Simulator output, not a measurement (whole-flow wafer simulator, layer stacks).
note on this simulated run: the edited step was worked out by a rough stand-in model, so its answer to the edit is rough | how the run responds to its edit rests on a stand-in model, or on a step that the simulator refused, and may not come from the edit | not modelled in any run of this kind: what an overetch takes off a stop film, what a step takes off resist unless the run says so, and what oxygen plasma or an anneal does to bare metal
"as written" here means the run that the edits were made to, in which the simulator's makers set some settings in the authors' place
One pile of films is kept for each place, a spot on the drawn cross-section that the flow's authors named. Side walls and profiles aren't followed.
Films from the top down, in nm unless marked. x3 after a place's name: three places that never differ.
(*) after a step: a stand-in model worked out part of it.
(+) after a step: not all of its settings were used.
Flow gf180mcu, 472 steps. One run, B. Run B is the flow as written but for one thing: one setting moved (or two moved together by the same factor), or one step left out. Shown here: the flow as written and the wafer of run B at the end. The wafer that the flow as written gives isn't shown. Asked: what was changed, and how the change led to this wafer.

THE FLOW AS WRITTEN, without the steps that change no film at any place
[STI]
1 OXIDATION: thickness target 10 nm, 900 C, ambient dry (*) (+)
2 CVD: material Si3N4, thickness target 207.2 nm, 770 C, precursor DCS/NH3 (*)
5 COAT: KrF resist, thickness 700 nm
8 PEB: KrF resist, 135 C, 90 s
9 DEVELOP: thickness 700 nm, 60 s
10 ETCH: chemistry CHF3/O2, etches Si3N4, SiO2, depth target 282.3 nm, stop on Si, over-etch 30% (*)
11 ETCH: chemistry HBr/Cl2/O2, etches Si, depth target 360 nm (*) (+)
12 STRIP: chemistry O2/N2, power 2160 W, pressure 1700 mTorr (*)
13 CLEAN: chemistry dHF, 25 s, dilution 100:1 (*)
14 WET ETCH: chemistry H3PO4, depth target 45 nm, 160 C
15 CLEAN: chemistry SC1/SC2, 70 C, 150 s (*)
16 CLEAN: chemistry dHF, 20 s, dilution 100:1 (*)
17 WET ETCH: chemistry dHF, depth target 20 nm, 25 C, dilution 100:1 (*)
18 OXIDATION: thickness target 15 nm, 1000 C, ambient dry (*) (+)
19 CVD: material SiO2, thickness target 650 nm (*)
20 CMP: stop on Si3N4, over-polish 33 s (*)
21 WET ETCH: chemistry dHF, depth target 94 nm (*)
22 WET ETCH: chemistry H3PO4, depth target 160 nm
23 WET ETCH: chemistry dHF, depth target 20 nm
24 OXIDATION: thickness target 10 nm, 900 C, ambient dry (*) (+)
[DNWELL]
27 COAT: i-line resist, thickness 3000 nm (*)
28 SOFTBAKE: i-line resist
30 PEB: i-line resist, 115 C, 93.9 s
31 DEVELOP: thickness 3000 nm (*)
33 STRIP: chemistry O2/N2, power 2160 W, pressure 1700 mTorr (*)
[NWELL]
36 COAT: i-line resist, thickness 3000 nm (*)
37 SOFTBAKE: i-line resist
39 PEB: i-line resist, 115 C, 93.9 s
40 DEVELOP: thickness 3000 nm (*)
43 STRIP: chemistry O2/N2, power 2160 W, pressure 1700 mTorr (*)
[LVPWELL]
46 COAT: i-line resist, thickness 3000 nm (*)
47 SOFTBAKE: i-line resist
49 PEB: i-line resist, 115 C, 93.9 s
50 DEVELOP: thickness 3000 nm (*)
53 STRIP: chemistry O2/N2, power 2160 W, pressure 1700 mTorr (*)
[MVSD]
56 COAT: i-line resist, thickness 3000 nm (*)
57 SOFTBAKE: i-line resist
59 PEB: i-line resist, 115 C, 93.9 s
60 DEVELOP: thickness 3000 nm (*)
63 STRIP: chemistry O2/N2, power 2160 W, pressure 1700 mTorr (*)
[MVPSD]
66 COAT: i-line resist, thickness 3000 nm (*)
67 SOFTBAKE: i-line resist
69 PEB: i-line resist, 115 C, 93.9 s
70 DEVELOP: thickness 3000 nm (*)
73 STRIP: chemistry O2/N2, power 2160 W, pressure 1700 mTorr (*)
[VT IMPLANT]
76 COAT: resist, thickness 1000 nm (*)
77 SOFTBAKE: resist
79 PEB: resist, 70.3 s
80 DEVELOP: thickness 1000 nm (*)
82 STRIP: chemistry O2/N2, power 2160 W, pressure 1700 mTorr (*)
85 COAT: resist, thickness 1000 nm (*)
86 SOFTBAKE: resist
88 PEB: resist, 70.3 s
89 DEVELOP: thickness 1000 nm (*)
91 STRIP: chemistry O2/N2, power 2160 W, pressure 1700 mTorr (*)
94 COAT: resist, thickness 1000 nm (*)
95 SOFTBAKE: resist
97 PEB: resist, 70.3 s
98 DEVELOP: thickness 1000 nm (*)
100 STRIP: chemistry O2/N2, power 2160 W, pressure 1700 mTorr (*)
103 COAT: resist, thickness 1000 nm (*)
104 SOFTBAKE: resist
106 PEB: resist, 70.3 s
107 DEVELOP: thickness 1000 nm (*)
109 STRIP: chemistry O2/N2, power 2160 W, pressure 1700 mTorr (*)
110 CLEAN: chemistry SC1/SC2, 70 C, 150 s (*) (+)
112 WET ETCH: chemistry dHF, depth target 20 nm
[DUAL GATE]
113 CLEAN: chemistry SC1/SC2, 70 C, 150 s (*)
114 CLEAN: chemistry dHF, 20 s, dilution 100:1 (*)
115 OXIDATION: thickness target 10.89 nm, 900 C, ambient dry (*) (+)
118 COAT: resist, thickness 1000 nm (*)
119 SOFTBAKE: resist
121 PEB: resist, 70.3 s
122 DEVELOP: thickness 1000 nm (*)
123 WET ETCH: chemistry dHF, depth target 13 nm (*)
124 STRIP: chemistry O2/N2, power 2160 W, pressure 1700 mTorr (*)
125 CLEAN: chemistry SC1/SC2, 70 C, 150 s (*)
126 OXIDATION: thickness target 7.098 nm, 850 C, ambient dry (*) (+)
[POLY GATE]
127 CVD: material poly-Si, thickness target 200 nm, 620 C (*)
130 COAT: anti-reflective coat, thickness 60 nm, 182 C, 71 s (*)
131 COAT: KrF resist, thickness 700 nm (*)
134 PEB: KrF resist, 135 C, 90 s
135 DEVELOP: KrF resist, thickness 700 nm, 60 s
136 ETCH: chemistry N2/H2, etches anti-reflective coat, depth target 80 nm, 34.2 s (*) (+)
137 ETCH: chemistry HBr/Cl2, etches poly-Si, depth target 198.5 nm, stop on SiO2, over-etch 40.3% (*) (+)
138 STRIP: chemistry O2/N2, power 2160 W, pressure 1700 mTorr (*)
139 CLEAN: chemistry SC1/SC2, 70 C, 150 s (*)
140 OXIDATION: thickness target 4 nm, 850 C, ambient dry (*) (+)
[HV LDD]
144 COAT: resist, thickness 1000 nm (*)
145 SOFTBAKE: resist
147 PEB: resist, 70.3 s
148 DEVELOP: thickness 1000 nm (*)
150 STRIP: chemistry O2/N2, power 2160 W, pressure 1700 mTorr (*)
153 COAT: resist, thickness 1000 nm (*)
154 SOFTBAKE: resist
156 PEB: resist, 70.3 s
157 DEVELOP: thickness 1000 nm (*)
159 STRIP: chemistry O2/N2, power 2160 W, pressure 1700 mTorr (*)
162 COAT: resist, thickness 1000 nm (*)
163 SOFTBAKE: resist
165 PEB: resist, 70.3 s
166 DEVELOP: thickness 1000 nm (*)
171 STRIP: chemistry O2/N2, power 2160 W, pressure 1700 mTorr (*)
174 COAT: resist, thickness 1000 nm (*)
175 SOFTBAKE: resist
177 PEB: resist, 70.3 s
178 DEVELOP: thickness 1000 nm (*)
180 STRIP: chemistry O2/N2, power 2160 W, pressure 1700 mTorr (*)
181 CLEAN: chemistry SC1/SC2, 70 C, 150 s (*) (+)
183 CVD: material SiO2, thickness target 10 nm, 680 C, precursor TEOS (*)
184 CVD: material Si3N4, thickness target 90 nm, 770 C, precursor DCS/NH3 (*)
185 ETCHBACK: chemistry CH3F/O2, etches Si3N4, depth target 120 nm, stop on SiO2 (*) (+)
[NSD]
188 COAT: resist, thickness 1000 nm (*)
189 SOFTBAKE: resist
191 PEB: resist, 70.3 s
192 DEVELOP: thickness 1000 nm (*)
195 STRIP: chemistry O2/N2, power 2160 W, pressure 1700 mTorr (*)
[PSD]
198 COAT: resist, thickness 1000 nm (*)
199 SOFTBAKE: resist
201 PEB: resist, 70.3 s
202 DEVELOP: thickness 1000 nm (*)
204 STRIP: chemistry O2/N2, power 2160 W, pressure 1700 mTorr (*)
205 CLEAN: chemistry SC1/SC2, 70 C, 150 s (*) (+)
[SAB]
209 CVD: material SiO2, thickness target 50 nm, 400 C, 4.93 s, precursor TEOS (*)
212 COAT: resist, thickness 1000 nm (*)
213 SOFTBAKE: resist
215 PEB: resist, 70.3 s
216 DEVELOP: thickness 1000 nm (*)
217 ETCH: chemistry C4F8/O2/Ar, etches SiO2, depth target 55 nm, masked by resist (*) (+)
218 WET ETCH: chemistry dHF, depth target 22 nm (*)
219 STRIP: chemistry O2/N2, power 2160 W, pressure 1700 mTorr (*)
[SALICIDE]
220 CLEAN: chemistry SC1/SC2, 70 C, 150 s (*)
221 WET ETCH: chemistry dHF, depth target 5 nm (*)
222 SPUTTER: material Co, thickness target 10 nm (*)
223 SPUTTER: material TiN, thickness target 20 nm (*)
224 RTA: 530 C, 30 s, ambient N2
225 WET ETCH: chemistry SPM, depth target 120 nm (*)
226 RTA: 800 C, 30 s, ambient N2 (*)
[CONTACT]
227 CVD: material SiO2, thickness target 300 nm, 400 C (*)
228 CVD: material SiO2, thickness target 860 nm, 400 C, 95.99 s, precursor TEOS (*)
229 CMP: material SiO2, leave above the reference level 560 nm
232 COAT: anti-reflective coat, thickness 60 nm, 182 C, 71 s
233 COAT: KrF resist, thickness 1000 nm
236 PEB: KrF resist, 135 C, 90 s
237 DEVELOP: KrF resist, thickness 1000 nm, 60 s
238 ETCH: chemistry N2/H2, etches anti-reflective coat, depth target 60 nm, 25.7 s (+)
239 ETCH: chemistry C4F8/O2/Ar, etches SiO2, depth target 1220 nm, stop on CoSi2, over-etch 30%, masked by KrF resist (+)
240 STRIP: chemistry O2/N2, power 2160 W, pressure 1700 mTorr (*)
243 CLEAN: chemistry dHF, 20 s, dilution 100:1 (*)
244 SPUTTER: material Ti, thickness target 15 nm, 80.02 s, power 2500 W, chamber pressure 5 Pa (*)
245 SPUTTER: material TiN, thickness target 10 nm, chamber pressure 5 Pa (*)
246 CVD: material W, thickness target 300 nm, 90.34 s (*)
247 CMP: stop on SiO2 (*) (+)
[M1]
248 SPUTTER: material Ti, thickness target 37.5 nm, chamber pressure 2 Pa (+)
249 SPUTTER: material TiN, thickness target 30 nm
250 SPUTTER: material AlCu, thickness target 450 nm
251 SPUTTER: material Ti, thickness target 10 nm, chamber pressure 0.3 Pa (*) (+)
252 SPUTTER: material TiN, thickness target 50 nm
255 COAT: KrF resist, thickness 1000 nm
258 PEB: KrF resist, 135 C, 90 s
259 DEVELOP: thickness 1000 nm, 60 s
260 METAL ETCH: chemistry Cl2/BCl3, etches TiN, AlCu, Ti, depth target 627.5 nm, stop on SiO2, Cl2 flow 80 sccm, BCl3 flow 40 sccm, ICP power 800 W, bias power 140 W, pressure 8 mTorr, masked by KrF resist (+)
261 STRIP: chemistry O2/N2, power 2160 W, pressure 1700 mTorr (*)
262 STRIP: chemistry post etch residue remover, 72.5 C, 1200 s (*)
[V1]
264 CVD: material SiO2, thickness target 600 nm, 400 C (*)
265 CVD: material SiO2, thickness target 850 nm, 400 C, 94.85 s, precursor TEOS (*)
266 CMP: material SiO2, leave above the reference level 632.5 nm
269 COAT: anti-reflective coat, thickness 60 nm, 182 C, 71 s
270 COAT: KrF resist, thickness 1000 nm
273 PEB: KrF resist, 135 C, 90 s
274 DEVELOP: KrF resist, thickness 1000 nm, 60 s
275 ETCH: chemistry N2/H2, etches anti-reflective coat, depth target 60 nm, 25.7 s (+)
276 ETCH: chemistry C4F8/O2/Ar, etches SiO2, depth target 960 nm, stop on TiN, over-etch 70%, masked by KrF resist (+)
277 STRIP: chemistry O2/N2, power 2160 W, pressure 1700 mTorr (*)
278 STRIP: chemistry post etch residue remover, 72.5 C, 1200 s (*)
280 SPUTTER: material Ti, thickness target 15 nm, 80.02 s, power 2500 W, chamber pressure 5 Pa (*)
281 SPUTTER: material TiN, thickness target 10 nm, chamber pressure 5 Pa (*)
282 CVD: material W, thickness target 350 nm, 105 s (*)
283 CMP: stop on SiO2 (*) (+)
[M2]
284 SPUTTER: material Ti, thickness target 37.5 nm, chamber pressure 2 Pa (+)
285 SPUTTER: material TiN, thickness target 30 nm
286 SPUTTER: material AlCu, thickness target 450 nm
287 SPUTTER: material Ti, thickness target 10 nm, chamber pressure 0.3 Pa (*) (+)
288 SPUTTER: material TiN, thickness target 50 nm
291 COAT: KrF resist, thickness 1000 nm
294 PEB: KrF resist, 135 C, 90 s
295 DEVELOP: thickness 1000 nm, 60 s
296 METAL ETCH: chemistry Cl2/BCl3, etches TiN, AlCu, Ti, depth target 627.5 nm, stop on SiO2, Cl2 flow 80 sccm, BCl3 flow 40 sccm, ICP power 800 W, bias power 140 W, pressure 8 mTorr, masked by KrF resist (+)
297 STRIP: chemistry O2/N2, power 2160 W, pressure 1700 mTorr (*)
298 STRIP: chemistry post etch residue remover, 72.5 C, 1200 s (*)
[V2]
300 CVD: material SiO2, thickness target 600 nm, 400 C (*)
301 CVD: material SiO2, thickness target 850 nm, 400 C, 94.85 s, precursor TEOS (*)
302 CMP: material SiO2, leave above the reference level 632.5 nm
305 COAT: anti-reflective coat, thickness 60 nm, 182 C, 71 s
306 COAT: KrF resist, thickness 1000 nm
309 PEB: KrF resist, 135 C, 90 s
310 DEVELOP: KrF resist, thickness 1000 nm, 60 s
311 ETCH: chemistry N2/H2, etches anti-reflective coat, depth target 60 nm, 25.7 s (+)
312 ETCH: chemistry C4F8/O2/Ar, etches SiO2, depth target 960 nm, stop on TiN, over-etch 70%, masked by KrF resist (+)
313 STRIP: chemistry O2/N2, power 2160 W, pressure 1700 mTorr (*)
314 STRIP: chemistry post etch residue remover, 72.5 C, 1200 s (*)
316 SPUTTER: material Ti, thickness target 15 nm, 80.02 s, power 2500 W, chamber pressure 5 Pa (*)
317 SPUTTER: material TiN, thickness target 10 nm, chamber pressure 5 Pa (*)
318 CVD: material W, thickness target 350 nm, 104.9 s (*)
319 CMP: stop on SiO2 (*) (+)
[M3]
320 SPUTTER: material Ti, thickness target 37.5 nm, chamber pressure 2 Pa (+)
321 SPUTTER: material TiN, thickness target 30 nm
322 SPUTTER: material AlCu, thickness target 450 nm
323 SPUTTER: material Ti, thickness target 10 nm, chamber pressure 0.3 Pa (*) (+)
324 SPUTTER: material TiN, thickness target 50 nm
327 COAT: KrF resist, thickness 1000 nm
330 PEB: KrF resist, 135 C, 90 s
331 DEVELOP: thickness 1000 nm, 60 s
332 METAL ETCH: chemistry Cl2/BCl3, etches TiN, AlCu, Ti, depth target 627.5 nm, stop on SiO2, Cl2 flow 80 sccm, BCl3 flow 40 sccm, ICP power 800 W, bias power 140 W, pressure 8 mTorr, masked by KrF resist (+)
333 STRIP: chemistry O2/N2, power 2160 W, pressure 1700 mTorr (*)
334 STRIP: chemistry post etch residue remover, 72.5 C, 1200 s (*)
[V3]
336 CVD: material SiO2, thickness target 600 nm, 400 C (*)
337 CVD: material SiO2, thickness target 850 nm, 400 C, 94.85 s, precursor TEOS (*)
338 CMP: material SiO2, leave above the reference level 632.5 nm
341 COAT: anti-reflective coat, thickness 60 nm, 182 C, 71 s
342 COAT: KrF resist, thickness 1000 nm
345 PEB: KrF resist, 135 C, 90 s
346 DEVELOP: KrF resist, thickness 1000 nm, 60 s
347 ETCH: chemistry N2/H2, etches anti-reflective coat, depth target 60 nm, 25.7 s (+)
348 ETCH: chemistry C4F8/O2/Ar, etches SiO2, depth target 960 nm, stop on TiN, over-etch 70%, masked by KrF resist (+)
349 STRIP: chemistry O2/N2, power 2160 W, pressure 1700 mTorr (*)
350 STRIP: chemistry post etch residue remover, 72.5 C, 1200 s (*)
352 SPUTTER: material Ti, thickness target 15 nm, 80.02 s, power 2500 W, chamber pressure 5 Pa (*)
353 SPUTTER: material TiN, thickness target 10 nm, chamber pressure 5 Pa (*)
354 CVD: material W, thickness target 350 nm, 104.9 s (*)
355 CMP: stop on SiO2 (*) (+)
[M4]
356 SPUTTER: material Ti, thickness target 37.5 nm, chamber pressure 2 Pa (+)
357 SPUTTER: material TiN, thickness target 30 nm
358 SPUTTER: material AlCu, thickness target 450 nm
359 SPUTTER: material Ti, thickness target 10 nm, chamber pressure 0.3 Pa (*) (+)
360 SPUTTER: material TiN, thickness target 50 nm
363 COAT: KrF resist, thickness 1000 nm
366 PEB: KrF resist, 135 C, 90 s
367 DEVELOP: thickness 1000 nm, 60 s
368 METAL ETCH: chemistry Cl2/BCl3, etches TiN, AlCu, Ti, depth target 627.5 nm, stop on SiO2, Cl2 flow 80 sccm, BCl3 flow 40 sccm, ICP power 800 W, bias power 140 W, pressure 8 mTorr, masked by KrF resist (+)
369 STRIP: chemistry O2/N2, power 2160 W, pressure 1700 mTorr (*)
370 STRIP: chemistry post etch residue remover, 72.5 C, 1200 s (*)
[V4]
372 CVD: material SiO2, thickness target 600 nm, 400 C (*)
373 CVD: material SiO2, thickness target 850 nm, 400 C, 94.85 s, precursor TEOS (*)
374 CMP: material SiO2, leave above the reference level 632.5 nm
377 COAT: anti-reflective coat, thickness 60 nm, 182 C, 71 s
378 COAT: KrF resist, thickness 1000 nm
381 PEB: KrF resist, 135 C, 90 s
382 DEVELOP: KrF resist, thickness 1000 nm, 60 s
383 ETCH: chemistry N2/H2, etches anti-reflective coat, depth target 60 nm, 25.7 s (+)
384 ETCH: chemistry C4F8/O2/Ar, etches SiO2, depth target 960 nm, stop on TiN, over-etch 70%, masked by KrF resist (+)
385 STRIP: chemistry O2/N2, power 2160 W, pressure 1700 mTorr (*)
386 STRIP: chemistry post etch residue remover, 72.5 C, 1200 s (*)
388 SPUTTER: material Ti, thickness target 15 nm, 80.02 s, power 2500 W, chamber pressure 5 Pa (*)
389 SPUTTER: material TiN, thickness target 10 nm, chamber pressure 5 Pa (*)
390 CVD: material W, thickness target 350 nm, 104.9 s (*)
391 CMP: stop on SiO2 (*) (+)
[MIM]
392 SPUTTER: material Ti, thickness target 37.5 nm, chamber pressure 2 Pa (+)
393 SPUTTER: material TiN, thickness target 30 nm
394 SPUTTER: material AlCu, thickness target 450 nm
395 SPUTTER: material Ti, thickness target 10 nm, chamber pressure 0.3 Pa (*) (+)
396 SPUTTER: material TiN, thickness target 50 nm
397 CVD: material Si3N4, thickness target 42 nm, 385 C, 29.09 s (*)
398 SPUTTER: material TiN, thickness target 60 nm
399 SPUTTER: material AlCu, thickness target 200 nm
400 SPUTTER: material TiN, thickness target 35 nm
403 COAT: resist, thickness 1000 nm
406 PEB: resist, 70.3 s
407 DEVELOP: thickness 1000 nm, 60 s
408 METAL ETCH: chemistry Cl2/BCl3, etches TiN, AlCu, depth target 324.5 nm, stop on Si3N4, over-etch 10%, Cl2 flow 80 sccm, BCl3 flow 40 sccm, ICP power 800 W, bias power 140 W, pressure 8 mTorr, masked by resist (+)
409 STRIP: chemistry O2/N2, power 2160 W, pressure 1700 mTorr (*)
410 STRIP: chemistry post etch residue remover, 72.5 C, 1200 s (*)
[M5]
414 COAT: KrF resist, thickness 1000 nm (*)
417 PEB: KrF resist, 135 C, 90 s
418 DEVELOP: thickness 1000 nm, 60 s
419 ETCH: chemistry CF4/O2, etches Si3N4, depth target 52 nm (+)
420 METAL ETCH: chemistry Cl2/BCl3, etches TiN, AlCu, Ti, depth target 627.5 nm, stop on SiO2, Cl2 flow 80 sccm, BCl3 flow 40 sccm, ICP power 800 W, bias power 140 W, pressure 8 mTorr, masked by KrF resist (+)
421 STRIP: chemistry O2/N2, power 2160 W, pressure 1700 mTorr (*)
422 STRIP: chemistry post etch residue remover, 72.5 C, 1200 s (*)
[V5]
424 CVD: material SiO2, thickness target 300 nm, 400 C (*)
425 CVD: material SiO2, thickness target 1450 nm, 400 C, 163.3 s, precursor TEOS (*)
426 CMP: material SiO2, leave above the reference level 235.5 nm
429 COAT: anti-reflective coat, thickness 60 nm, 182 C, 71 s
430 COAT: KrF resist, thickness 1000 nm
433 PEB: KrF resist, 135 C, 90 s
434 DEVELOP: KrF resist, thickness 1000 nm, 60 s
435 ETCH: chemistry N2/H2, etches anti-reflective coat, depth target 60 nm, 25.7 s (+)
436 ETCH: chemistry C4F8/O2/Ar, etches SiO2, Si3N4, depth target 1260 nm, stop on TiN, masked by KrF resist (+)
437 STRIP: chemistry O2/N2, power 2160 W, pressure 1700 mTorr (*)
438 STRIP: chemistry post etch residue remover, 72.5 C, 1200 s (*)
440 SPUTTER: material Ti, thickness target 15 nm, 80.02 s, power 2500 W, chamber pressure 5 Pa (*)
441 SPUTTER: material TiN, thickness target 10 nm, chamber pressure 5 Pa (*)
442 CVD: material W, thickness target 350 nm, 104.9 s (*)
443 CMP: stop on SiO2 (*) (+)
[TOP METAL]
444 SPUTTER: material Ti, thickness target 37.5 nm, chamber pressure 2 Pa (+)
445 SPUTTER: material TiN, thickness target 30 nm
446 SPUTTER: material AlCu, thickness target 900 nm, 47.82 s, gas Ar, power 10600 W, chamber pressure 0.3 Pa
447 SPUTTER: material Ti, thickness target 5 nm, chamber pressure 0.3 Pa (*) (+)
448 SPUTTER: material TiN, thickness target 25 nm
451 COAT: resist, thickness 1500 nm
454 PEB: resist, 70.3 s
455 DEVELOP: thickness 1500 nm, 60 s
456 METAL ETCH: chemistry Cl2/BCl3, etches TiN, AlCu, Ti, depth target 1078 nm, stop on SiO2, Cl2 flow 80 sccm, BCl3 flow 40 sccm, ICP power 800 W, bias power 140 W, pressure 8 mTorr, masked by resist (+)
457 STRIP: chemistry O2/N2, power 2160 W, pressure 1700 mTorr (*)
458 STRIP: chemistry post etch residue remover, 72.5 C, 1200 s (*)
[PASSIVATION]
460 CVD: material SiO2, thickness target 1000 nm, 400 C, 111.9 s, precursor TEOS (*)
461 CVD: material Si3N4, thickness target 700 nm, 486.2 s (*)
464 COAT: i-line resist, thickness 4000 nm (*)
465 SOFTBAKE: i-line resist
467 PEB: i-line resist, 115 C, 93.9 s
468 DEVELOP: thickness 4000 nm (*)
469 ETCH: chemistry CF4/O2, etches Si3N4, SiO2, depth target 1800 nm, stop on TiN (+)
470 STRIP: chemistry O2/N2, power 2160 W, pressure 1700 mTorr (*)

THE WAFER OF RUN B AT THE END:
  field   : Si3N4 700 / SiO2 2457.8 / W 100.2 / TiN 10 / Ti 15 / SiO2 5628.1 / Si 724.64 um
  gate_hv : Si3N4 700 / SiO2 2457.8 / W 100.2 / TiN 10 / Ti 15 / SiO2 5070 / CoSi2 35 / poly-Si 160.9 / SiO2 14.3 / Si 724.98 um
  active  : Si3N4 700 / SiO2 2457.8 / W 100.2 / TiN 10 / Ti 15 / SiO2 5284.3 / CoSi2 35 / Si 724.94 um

The cause: step 373, CVD: thickness target 382 nm was run, where the flow has thickness target 850 nm; step 373, CVD: 42.68 s was run, where the flow has 94.85 s.

How the change led to this, step by step:
  373 CVD: material SiO2, thickness target 850 nm, 400 C, 94.85 s, precursor TEOS (*)
      field, field__w1, field__w2 and 108 more: SiO2 +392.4 (as written it would be: SiO2 +850)
  374 CMP: material SiO2, leave above the reference level 632.5 nm
      field, field__w1, field__w2 and 103 more: nothing (as written it would be: SiO2 -300)
      field__w8, contact, m1, m1__w1, m1_nw: SiO2 -419.5 (as written it would be: SiO2 -877.1)
  377 COAT: anti-reflective coat, thickness 60 nm, 182 C, 71 s
      field: anti-reflective coat +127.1 (new film) (as written it would be: anti-reflective coat +60 (new film))
      field__w1: anti-reflective coat +88.2 (new film) (as written it would be: anti-reflective coat +60 (new film))
      (and at 20 more places)
  378 COAT: KrF resist, thickness 1000 nm
      field: KrF resist +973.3 (new film) (as written it would be: KrF resist +1000 (new film))
      field__w1: KrF resist +974.8 (new film) (as written it would be: KrF resist +1000 (new film))
      (and at 13 more places)
  381 PEB: KrF resist, 135 C, 90 s
      polyc_n, polyc_n_rim: KrF resist -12 (as written it would be: KrF resist -10.5)
      contact: KrF resist -9.22 (as written it would be: KrF resist -10.5)
      (and at 6 more places)
  382 DEVELOP: KrF resist, thickness 1000 nm, 60 s
      contact: KrF resist -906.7 (all of it) (as written it would be: KrF resist -989.5 (all of it))
  383 ETCH: chemistry N2/H2, etches anti-reflective coat, depth target 60 nm, 25.7 s (+)
      contact: anti-reflective coat -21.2 (all of it), SiO2 -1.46 (as written it would be: anti-reflective coat -60 (all of it), SiO2 -0.46)
  385 STRIP: chemistry O2/N2, power 2160 W, pressure 1700 mTorr (*)
      field: KrF resist -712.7 (all of it), anti-reflective coat -127.1 (all of it) (as written it would be: KrF resist -739.2 (all of it), anti-reflective coat -60 (all of it))
      field__w1: KrF resist -714.2 (all of it), anti-reflective coat -88.2 (all of it) (as written it would be: KrF resist -739.2 (all of it), anti-reflective coat -60 (all of it))
      (and at 19 more places)
  388 SPUTTER: material Ti, thickness target 15 nm, 80.02 s, power 2500 W, chamber pressure 5 Pa (*)
      contact: Ti +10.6 (new film) (as written it would be: Ti +9.65 (new film))
  389 SPUTTER: material TiN, thickness target 10 nm, chamber pressure 5 Pa (*)
      contact: TiN +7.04 (new film) (as written it would be: TiN +6.4 (new film))
  390 CVD: material W, thickness target 350 nm, 104.9 s (*)
      contact: W +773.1 (new film) (as written it would be: W +932.3 (new film))
  391 CMP: stop on SiO2 (*) (+)
      field, field__w1, field__w2 and 103 more: W -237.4 (as written it would be: W -350 (all of it), TiN -10 (all of it), Ti -15 (all of it), SiO2 -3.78)
      field__w8, m1, m1__w1, m1_nw: W -350 (all of it), TiN -10 (all of it), Ti -15 (all of it), SiO2 -20 (as written it would be: W -350 (all of it), TiN -10 (all of it), Ti -15 (all of it), SiO2 -3.78)
      (and at 1 more place)
  420 METAL ETCH: chemistry Cl2/BCl3, etches TiN, AlCu, Ti, depth target 627.5 nm, stop on SiO2, Cl2 flow 80 sccm, BCl3 flow 40 sccm, ICP power 800 W, bias power 140 W, pressure 8 mTorr, masked by KrF resist (+)
      field, field__w1, field__w2 and 101 more: TiN -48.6 (all of it), Ti -10 (all of it), AlCu -450 (all of it), TiN -30 (all of it), Ti -37.5 (all of it), W -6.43 (as written it would be: TiN -48.6 (all of it), Ti -10 (all of it), AlCu -450 (all of it), TiN -30 (all of it), Ti -37.5 (all of it))
  422 STRIP: chemistry post etch residue remover, 72.5 C, 1200 s (*)
      field, field__w1, field__w2 and 101 more: W -6.01 (as written it would be: nothing)
  424 CVD: material SiO2, thickness target 300 nm, 400 C (*)
      field, field__w1, field__w2 and 101 more: SiO2 +300 (new film) (as written it would be: SiO2 +300)
  426 CMP: material SiO2, leave above the reference level 235.5 nm
      field, field__w1, field__w5 and 92 more: SiO2 -288.4 (as written it would be: SiO2 -300.8)
      field__w2, field__w3, field__w12 and 6 more: SiO2 -259.7 (as written it would be: SiO2 -272.7)
Counting metal films that touch as one body, field has 1 body; the flow as written gives 0 bodies.
Counting metal films that touch as one body, gate_hv has 2 bodies (between them, from the top down: SiO2 5070); the flow as written gives 1 body.
Counting metal films that touch as one body, active has 2 bodies (between them, from the top down: SiO2 5284.3); the flow as written gives 1 body.
